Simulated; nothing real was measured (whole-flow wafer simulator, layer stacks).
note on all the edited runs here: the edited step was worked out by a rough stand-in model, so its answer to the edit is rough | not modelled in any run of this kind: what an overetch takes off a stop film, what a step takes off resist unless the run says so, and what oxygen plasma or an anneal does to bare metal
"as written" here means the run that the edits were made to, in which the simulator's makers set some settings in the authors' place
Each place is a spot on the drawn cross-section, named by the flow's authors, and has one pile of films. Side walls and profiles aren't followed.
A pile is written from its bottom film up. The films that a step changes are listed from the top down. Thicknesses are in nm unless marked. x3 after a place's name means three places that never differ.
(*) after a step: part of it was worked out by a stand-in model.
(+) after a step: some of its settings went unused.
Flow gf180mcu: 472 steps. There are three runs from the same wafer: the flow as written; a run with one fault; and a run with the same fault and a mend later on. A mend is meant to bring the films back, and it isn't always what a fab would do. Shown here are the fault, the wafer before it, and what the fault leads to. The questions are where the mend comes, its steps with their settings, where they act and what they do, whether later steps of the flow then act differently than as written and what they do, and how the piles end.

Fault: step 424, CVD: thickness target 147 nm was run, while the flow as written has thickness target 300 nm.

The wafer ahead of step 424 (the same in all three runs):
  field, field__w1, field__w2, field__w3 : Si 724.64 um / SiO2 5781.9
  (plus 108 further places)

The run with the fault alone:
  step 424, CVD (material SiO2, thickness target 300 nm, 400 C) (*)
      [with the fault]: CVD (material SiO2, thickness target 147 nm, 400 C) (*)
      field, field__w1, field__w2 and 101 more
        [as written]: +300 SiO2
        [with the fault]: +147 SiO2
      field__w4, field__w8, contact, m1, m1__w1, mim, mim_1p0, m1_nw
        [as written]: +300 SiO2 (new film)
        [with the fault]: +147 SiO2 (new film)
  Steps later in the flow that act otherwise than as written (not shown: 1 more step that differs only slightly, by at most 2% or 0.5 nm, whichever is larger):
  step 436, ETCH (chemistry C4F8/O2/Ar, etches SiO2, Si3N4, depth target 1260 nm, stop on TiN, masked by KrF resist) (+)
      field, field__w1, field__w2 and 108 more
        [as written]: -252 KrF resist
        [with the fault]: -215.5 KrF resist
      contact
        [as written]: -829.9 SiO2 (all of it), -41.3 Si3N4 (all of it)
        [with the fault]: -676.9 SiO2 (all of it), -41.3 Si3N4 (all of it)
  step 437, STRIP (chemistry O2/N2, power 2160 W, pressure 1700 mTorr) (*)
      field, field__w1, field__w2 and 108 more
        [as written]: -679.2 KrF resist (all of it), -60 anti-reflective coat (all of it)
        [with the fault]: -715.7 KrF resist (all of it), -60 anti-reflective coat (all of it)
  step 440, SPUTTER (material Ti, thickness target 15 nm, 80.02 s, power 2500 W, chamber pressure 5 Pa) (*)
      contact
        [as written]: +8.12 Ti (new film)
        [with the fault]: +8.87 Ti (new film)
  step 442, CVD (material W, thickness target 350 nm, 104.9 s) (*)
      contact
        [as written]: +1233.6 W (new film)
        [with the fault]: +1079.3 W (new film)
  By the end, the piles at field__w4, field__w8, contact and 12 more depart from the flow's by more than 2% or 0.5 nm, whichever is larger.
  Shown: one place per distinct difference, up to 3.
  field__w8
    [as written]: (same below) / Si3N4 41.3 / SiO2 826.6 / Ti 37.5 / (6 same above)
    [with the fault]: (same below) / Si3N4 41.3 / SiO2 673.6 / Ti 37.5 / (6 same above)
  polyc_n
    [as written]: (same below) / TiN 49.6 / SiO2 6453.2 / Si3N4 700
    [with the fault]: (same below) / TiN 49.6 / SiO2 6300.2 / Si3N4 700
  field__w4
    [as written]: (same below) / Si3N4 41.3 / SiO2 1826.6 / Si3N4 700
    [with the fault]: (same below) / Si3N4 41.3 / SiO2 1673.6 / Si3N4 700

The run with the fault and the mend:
  After step 424 comes the mend.
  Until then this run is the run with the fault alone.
  step 424a, CVD (material SiO2, thickness target 153 nm, 400 C) (*) (the flow's step 424, run once more with other settings)
      field, field__w1, field__w2 and 109 more
        +153 SiO2
  Later steps of the flow that are run all act as written at every place that is followed.
  At every place that both follow, the piles at the end match the flow's.
